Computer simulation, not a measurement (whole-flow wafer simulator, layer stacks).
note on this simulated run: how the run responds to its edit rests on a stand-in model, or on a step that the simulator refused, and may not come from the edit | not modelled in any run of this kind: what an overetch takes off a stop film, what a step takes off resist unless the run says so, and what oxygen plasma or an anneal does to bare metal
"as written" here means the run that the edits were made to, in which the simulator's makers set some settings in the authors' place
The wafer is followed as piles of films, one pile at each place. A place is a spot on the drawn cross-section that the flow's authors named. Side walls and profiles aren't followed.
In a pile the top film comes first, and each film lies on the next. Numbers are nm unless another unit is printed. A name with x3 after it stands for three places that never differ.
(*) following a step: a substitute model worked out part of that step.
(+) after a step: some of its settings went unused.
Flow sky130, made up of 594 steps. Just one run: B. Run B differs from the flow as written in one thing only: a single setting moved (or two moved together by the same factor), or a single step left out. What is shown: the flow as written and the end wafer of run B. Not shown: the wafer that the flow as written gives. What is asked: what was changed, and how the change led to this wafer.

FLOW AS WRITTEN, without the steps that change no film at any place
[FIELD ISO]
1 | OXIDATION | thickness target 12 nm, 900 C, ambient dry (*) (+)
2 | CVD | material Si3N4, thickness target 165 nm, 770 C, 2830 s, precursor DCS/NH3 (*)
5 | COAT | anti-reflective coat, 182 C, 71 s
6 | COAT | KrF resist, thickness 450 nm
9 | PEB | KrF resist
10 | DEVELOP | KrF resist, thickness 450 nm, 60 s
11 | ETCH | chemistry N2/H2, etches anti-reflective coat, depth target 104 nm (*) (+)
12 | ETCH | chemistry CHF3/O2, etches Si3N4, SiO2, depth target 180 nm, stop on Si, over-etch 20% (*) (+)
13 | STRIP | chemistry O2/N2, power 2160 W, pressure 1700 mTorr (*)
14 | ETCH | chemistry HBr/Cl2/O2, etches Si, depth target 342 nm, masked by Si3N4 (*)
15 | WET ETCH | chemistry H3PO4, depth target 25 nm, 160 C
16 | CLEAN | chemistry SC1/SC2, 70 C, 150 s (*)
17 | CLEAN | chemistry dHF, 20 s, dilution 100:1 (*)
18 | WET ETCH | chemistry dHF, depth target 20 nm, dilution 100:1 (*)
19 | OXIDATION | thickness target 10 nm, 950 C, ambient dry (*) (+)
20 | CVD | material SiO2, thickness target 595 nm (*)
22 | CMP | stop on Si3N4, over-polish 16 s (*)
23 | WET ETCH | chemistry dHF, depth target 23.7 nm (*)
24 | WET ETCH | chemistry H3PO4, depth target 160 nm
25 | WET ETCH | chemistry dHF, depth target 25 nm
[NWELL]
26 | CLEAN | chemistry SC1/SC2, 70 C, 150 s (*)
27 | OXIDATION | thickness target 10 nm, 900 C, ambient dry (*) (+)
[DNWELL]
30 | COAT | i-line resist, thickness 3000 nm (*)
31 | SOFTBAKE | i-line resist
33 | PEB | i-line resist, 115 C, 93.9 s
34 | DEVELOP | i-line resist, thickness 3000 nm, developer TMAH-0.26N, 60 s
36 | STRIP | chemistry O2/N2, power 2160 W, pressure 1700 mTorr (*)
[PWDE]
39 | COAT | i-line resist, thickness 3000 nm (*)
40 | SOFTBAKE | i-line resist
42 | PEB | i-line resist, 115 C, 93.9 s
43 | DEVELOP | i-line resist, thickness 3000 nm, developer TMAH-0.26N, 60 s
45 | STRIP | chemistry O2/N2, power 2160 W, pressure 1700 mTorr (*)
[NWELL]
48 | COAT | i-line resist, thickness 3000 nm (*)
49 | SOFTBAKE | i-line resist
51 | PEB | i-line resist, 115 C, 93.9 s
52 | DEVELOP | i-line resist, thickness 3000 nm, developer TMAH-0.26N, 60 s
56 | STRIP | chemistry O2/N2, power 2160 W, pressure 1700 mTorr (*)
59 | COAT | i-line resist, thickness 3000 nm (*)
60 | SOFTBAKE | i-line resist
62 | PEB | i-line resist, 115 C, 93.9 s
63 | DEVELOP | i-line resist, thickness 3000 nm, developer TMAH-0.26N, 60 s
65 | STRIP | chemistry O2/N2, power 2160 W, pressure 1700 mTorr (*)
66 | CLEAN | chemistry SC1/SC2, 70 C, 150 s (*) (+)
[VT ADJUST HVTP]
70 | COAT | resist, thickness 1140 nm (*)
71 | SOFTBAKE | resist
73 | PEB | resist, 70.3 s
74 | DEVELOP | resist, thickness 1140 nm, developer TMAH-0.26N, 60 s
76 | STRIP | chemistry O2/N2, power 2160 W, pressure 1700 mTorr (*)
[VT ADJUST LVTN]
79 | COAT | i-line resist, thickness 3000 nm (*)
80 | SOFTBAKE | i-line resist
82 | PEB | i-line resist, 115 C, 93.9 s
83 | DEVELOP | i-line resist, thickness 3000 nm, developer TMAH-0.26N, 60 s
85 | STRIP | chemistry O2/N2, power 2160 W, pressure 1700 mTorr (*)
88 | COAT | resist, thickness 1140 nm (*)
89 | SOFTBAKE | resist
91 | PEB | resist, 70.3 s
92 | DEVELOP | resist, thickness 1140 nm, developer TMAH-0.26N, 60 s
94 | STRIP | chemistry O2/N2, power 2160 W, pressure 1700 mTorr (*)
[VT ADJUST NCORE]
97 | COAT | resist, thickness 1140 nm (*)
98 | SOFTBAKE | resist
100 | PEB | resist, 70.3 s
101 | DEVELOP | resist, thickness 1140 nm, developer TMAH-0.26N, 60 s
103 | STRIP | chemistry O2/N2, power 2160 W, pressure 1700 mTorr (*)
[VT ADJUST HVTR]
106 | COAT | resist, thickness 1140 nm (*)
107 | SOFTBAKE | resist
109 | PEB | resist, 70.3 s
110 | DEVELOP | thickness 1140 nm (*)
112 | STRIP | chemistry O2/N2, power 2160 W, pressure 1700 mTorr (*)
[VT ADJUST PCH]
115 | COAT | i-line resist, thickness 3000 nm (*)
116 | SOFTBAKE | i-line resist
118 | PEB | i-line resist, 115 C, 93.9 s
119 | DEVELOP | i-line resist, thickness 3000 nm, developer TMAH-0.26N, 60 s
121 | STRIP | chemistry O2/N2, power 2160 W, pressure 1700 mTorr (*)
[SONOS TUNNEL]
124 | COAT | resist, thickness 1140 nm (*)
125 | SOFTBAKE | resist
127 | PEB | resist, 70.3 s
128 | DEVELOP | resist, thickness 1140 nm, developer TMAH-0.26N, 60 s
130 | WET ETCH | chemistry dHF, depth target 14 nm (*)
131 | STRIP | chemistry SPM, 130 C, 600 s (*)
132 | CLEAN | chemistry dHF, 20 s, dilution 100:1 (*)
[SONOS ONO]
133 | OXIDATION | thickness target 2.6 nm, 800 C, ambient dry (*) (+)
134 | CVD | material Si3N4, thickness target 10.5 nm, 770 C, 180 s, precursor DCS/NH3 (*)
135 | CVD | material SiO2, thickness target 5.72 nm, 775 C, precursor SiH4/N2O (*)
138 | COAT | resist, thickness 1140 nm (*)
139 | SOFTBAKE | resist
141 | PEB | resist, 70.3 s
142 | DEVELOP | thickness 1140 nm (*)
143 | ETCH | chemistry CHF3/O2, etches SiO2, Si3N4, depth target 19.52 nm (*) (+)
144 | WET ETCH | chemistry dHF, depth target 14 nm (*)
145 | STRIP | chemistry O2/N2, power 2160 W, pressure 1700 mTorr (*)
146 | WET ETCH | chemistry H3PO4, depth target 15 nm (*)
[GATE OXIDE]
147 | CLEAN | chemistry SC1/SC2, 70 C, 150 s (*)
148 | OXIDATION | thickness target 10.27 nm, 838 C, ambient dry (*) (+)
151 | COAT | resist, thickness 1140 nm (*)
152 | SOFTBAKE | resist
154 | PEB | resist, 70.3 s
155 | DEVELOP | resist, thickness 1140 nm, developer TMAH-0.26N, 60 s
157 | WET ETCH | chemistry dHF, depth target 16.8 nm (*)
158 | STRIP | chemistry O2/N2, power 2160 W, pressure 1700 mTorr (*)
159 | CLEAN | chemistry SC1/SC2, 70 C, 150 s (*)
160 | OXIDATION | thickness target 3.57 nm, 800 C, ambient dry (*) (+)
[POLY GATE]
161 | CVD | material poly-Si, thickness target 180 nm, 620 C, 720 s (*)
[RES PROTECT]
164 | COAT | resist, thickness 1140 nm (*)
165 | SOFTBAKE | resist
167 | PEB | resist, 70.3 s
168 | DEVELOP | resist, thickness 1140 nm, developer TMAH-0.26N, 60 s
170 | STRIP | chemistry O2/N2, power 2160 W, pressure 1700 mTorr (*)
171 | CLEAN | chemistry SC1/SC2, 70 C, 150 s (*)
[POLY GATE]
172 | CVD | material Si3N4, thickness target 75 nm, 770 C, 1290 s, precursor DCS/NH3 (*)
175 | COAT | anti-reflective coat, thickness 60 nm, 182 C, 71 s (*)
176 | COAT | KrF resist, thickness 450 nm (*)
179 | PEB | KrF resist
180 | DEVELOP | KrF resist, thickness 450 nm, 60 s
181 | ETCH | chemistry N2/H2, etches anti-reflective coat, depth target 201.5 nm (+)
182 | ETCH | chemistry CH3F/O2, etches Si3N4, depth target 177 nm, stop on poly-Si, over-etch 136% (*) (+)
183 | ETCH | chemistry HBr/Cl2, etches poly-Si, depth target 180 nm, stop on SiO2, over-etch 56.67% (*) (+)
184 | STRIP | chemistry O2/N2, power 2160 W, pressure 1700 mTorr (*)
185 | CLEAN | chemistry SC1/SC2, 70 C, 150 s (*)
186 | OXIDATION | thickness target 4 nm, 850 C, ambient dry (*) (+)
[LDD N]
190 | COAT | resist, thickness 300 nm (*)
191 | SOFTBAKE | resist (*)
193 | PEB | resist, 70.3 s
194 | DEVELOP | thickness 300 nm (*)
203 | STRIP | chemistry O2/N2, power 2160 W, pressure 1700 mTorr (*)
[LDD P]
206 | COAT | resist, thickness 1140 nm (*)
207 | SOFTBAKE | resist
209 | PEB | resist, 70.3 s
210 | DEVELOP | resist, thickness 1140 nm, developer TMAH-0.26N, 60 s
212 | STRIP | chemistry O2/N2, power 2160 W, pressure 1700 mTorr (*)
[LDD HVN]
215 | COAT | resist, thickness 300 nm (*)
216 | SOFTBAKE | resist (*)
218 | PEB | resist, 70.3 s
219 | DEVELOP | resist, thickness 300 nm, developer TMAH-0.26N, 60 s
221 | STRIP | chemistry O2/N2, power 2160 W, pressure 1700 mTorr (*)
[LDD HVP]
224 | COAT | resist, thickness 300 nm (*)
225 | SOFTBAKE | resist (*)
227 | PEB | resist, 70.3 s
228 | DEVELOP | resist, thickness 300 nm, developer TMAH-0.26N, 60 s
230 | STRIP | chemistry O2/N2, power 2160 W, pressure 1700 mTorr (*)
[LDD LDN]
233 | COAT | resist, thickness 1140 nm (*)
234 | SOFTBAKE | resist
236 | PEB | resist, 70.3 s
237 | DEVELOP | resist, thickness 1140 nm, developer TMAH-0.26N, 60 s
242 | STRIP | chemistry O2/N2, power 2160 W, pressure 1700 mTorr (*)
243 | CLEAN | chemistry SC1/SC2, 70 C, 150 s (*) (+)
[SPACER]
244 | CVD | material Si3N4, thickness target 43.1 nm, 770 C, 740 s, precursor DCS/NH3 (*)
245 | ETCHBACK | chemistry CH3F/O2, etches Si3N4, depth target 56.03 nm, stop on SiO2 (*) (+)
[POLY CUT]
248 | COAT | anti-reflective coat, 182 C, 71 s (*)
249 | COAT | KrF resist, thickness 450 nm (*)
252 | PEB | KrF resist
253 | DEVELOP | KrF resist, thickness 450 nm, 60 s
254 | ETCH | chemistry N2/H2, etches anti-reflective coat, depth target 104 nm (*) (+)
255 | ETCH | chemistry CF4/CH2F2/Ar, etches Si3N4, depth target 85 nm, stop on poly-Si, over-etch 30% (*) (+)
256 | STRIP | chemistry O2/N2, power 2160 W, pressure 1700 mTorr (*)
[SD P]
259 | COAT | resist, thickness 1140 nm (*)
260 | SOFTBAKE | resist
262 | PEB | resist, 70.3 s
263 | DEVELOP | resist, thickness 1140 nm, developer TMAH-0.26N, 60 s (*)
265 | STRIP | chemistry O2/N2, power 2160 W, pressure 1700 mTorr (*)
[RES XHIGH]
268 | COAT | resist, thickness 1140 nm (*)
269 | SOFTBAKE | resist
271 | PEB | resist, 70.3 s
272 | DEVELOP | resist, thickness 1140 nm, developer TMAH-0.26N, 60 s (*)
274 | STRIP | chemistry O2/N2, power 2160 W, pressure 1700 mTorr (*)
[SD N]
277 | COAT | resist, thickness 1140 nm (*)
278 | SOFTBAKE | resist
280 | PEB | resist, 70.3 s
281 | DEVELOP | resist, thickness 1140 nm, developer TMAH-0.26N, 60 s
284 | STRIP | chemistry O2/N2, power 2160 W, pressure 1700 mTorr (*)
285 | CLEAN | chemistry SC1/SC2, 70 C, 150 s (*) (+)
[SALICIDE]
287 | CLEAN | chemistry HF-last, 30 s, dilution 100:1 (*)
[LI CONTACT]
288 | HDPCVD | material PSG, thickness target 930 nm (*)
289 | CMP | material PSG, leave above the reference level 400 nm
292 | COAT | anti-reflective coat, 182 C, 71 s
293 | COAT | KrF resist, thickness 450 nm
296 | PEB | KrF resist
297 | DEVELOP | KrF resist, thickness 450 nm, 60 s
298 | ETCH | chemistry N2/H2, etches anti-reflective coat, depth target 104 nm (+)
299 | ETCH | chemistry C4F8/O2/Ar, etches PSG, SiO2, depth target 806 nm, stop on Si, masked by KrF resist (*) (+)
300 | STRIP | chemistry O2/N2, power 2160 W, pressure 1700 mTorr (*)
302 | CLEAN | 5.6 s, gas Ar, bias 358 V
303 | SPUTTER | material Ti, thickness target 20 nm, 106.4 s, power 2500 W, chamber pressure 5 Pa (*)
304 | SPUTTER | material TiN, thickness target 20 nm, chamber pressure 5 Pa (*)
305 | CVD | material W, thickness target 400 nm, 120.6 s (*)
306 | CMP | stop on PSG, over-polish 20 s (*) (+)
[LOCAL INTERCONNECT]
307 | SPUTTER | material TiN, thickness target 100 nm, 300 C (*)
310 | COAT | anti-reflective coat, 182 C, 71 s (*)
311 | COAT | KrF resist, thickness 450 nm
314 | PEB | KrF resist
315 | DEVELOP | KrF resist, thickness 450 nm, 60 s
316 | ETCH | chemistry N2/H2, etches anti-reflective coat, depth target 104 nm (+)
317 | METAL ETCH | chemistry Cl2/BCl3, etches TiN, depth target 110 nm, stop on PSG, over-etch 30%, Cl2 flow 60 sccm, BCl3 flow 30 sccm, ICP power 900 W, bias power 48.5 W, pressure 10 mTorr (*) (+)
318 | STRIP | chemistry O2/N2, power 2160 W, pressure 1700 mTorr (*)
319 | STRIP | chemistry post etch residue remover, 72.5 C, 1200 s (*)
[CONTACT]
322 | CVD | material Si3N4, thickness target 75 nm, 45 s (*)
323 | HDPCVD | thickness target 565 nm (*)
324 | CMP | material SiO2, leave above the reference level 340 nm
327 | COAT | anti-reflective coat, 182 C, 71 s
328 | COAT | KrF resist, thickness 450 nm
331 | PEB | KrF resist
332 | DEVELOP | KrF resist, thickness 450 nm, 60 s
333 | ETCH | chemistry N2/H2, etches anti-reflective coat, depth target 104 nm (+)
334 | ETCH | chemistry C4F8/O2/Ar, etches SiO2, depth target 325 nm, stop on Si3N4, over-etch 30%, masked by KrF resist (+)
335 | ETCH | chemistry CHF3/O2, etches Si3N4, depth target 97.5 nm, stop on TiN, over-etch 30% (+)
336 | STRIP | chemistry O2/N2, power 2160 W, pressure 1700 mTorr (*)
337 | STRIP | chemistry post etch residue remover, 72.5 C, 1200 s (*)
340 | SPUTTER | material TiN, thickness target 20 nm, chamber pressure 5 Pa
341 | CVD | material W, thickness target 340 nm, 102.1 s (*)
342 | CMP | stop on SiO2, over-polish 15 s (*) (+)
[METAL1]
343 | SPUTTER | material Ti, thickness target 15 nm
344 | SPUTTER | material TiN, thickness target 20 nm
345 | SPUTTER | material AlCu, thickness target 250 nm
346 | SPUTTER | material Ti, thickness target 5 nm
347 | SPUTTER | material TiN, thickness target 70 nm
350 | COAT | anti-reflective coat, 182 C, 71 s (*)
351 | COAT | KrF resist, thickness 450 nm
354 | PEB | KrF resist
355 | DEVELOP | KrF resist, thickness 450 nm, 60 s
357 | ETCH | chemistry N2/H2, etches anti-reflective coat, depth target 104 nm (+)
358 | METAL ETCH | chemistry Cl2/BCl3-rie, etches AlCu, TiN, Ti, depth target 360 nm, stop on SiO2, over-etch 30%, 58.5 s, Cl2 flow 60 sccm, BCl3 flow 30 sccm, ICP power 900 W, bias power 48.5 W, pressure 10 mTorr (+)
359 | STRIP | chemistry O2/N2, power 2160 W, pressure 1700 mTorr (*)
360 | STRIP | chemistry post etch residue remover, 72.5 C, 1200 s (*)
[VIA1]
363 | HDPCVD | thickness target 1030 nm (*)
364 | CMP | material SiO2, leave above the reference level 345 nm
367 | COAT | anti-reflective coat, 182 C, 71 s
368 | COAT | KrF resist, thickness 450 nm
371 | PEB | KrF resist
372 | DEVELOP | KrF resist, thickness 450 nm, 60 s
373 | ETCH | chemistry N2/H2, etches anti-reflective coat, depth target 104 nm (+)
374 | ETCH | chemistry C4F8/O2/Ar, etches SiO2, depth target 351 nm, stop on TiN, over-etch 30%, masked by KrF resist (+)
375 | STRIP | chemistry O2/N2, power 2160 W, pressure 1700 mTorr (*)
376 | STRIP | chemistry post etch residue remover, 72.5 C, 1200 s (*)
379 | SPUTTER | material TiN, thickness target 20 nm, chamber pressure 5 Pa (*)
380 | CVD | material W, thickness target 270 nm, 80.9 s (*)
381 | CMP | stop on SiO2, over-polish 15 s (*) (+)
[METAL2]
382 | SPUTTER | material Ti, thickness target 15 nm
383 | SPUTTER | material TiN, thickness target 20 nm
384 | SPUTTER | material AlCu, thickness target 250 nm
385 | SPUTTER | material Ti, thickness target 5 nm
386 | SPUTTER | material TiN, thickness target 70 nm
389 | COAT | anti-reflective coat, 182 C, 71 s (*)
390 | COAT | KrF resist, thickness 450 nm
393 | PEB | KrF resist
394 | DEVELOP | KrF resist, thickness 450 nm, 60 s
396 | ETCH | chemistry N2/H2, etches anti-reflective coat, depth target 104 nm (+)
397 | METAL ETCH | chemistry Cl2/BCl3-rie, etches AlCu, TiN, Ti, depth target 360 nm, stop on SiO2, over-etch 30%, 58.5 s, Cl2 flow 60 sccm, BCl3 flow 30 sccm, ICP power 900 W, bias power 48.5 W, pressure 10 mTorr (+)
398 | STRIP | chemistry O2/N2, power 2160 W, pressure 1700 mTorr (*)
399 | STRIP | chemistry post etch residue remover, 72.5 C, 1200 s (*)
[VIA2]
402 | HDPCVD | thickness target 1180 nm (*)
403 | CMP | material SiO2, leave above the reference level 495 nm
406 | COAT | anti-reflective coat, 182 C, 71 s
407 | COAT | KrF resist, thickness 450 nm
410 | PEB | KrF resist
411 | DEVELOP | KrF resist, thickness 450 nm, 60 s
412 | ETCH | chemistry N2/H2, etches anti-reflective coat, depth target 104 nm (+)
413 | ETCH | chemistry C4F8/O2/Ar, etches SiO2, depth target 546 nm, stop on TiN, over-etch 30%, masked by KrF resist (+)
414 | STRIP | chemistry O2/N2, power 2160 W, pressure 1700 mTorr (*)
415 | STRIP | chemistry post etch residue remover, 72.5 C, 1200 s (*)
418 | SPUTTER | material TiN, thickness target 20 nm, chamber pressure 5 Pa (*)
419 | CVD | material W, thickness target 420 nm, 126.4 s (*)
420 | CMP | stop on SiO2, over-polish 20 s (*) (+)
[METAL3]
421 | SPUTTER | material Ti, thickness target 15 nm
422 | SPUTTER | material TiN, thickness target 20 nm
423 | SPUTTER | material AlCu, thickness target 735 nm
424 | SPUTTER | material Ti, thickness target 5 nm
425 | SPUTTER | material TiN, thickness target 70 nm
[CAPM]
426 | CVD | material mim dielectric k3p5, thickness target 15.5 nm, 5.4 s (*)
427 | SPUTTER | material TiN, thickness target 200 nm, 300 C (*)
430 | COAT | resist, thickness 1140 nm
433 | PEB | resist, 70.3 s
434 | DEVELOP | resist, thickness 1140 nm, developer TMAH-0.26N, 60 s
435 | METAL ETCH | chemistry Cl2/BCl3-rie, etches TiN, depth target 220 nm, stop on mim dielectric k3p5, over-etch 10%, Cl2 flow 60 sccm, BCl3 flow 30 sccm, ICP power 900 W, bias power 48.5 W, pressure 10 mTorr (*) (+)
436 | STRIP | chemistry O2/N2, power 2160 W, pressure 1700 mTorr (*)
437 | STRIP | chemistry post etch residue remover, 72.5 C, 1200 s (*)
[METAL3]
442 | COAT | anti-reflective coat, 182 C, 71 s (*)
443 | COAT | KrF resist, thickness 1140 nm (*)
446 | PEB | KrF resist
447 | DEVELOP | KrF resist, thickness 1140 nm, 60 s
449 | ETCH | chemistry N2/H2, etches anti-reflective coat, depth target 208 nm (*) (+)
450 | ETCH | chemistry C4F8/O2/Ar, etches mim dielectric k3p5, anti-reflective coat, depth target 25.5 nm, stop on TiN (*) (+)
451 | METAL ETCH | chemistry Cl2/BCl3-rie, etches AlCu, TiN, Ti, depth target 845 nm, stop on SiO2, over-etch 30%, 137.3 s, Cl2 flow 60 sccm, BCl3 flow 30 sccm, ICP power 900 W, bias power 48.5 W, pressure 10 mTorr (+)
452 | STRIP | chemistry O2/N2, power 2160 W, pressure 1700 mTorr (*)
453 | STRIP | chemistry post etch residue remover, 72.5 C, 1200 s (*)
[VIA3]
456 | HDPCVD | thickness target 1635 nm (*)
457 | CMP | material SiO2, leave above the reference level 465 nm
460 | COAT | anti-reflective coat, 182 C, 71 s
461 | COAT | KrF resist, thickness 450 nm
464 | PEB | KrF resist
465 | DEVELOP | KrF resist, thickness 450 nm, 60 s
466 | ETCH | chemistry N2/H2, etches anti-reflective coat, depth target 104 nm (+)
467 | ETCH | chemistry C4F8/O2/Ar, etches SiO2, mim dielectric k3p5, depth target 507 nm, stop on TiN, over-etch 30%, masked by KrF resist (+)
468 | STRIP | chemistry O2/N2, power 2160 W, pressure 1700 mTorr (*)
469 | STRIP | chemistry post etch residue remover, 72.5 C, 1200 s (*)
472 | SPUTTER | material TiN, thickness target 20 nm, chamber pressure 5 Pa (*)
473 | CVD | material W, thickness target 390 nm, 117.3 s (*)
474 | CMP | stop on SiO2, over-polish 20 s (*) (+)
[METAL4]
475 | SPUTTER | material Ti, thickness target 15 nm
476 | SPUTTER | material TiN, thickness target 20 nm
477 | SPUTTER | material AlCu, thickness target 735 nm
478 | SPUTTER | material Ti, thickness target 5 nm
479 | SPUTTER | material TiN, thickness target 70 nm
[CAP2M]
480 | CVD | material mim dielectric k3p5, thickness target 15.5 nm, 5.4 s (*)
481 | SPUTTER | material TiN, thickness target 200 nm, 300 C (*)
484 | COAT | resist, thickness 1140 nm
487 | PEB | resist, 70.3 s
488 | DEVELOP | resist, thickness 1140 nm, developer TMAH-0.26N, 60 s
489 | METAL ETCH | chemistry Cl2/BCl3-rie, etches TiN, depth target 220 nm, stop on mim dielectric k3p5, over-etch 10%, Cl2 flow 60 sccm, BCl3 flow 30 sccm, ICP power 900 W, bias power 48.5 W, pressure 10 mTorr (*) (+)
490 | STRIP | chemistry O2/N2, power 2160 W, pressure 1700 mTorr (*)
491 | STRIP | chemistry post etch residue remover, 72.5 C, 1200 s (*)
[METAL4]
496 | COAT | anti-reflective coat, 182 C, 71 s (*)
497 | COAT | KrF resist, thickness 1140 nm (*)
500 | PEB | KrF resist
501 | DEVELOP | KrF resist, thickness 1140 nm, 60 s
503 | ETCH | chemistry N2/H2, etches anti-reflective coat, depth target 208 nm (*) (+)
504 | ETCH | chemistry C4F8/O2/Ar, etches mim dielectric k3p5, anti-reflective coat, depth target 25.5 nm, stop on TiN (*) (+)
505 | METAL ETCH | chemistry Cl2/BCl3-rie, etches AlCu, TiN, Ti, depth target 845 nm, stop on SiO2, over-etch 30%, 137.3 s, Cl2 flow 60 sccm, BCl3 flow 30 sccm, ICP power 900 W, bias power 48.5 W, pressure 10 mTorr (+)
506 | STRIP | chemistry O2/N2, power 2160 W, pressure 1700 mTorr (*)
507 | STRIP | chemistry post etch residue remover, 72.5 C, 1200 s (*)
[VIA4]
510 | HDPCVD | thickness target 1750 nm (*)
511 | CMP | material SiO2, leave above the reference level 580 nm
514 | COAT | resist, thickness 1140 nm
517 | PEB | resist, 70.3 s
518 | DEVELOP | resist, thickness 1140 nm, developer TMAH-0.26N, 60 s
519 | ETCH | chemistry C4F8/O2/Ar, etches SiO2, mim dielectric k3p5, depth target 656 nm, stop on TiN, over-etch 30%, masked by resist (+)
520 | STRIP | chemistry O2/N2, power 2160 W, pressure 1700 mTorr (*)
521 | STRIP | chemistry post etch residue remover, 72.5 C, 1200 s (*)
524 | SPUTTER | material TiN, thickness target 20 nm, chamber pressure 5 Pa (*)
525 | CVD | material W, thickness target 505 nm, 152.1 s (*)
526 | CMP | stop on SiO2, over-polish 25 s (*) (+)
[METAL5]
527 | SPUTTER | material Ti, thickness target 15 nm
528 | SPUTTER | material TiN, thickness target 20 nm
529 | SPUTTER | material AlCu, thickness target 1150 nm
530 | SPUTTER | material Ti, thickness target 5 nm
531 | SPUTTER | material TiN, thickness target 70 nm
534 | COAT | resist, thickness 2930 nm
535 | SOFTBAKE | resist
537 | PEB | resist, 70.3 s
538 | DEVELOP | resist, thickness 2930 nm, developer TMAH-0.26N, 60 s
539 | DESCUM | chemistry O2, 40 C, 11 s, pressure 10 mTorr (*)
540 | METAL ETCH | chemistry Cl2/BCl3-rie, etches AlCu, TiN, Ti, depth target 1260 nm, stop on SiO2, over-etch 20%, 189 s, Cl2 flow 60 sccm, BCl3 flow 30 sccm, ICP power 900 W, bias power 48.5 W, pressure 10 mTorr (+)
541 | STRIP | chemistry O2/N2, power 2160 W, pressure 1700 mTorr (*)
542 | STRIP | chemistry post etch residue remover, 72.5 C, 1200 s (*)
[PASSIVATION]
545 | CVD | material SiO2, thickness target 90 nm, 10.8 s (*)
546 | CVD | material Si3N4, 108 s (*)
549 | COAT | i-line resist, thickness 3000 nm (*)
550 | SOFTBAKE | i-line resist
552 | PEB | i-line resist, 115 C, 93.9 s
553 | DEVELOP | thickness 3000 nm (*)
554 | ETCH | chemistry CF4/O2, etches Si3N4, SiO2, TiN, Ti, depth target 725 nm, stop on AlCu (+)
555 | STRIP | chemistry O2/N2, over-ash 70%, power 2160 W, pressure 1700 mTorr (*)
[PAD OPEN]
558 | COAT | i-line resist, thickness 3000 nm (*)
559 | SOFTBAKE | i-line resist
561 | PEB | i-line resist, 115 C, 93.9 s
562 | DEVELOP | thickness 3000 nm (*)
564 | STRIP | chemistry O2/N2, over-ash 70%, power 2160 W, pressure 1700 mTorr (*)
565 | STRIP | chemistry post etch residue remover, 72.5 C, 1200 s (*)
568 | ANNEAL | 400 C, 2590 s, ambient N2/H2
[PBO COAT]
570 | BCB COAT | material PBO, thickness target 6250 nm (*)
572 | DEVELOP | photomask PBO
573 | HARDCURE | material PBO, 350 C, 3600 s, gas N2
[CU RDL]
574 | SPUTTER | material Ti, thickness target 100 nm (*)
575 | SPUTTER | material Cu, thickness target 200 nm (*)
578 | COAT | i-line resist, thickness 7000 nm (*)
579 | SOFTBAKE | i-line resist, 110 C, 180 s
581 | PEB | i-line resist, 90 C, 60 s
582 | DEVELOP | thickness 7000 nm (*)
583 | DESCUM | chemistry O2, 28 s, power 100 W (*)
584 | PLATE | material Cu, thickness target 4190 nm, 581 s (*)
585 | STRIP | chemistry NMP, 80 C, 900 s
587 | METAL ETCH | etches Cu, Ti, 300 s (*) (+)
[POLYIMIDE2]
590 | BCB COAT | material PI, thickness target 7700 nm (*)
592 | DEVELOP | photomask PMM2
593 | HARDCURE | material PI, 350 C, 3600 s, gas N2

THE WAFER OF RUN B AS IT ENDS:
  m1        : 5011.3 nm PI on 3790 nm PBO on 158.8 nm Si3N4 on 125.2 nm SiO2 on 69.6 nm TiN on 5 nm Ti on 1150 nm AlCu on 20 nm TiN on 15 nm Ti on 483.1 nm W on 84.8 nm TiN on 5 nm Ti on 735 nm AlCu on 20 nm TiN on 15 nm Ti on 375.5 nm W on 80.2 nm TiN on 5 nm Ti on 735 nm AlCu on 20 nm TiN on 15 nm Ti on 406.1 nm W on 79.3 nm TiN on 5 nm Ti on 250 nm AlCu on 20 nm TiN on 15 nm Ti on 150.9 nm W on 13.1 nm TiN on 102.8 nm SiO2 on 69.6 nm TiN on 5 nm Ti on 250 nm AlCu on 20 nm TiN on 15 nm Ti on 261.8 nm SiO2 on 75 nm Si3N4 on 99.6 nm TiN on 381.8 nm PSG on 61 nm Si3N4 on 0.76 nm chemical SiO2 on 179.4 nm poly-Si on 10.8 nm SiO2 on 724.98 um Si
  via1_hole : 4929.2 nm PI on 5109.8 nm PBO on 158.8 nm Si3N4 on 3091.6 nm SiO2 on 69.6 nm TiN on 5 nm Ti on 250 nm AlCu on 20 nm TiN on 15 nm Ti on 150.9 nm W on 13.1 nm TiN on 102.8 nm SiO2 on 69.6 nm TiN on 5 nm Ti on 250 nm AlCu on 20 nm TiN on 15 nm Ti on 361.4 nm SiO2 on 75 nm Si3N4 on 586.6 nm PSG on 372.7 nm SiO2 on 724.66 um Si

The reason: step 374, ETCH: depth target 167 nm was run, while the flow as written has depth target 351 nm.

The path from the change to this, step by step:
  374 | ETCH | chemistry C4F8/O2/Ar, etches SiO2, depth target 351 nm, stop on TiN, over-etch 30%, masked by KrF resist (+)
      m1, via1_hole: -167 SiO2 (as written it would have been: -269.8 SiO2 (all of it))
      field, active, n_well and 186 more: -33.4 KrF resist (as written it would have been: -70.1 KrF resist)
  375 | STRIP | chemistry O2/N2, power 2160 W, pressure 1700 mTorr (*)
      field, active, n_well and 186 more: -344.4 KrF resist (all of it), -80 anti-reflective coat (all of it) (as written it would have been: -307.7 KrF resist (all of it), -80 anti-reflective coat (all of it))
  379 | SPUTTER | material TiN, thickness target 20 nm, chamber pressure 5 Pa (*)
      m1: +13.1 TiN (new film) (as written it would have been: +11 TiN)
      via1_hole: +13.1 TiN (new film) (as written it would have been: +10.9 TiN)
  380 | CVD | material W, thickness target 270 nm, 80.9 s (*)
      m1, via1_hole: +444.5 W (new film) (as written it would have been: +549.9 W (new film))
Taking metal films that touch as one body, m1 has 3 bodies (between them, from the top down: SiO2 102.8; SiO2 261.8 / Si3N4 75); the flow as written gives 2 bodies (between them, from the top down: SiO2 261.8 / Si3N4 75).
Taking metal films that touch as one body, via1_hole has 2 bodies (between them, from the top down: SiO2 102.8); the flow as written gives 1 body.
